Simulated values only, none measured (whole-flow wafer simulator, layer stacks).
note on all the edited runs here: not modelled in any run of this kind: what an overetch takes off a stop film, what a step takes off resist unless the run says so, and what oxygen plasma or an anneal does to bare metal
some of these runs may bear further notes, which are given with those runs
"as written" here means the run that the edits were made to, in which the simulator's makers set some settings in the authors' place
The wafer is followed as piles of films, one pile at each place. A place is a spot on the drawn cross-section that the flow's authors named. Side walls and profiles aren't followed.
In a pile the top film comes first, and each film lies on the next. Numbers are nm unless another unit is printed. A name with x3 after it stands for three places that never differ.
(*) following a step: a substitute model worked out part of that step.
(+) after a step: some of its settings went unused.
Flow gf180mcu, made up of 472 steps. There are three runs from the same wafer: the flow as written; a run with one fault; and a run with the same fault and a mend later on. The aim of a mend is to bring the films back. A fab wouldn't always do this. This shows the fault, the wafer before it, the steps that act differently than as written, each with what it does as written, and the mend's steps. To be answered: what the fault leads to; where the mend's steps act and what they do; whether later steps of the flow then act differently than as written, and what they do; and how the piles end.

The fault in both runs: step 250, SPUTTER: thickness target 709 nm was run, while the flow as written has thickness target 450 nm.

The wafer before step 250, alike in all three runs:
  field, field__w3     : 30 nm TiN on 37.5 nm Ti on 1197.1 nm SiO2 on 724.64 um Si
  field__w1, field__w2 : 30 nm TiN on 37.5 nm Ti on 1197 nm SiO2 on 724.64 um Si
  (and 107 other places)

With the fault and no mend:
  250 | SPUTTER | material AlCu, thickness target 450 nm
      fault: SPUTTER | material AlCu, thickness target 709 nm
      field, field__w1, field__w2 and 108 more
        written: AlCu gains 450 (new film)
        fault: AlCu gains 709 (new film)
  Steps later in the flow that act otherwise than as written:
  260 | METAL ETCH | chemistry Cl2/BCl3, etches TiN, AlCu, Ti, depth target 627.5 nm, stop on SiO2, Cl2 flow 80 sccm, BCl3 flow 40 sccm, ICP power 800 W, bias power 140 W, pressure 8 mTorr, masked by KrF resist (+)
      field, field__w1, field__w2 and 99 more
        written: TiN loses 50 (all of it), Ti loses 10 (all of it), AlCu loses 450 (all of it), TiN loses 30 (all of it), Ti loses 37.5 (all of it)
        fault: TiN loses 50 (all of it), Ti loses 10 (all of it), AlCu loses 567.5
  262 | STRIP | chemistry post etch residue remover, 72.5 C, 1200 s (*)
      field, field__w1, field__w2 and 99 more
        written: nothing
        fault: AlCu loses 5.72
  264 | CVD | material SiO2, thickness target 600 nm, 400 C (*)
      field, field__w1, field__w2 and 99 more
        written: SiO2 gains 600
        fault: SiO2 gains 600 (new film)
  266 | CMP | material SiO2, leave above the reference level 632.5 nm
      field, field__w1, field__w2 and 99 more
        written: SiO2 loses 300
        fault: SiO2 loses 244.3
  At field, field__w1, field__w2 and 109 more, the piles at the end differ from the flow's by more than 2% or 0.5 nm, whichever is larger.
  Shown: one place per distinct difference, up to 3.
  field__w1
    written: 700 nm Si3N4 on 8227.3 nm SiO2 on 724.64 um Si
    fault: 700 nm Si3N4 on 7086 nm SiO2 on 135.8 nm AlCu on 30 nm TiN on 37.5 nm Ti on 1197 nm SiO2 on 724.64 um Si
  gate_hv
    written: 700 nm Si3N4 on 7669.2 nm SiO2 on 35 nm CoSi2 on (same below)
    fault: 700 nm Si3N4 on 7086 nm SiO2 on 135.8 nm AlCu on 30 nm TiN on 37.5 nm Ti on 638.9 nm SiO2 on 35 nm CoSi2 on (same below)
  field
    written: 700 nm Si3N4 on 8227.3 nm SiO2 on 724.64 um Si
    fault: 700 nm Si3N4 on 7086 nm SiO2 on 135.8 nm AlCu on 30 nm TiN on 37.5 nm Ti on 1197.1 nm SiO2 on 724.64 um Si

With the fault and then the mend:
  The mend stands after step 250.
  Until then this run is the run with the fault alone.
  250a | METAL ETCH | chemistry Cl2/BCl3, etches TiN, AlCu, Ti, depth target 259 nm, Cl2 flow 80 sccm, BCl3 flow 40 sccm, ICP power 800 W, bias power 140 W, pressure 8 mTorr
      field, field__w1, field__w2 and 108 more
        AlCu loses 259
  Every later step of the flow that is run acts as written at every place that is followed.
  The piles end the same as the flow's at every place that both follow.
